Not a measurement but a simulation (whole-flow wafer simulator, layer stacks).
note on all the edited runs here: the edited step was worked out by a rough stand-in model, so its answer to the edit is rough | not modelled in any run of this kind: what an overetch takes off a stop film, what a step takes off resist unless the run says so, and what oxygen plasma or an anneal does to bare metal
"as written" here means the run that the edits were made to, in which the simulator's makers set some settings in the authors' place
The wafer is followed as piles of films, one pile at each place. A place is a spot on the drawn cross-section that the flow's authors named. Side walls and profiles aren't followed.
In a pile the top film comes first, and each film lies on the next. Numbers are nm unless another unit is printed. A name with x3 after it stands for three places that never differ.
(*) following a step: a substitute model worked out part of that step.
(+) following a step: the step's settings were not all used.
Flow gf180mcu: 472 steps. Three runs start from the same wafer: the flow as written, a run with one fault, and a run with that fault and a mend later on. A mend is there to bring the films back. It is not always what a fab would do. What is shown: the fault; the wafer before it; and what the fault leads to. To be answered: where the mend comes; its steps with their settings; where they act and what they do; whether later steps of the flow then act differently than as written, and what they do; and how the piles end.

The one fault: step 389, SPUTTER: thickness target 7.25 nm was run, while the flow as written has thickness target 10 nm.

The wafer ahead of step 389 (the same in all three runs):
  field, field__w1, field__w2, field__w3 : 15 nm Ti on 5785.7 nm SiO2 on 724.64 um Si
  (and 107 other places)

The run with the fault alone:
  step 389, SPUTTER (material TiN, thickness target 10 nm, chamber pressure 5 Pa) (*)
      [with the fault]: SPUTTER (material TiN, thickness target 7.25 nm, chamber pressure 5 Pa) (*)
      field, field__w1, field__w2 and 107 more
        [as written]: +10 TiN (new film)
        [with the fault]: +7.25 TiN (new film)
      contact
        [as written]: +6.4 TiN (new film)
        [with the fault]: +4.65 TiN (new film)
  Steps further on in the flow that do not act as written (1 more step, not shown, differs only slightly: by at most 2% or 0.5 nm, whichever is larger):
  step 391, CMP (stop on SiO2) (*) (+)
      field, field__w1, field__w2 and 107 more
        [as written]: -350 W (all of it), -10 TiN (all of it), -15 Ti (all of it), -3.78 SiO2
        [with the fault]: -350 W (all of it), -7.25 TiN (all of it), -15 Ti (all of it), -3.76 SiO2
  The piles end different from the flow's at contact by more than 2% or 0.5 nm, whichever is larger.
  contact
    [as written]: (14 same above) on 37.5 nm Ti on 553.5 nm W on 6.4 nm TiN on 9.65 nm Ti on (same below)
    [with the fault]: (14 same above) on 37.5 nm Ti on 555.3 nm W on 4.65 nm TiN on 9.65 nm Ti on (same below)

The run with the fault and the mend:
  After step 389 comes the mend.
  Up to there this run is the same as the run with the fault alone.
  step 389a, SPUTTER (material TiN, thickness target 2.75 nm, chamber pressure 5 Pa) (*) (a further turn of the flow's step 389, with different settings)
      field, field__w1, field__w2 and 107 more
        +2.75 TiN
      contact
        +1.76 TiN
  Later steps of the flow that are run all act as written at every place that is followed.
  By the end, the piles equal the flow's at every place that both follow.
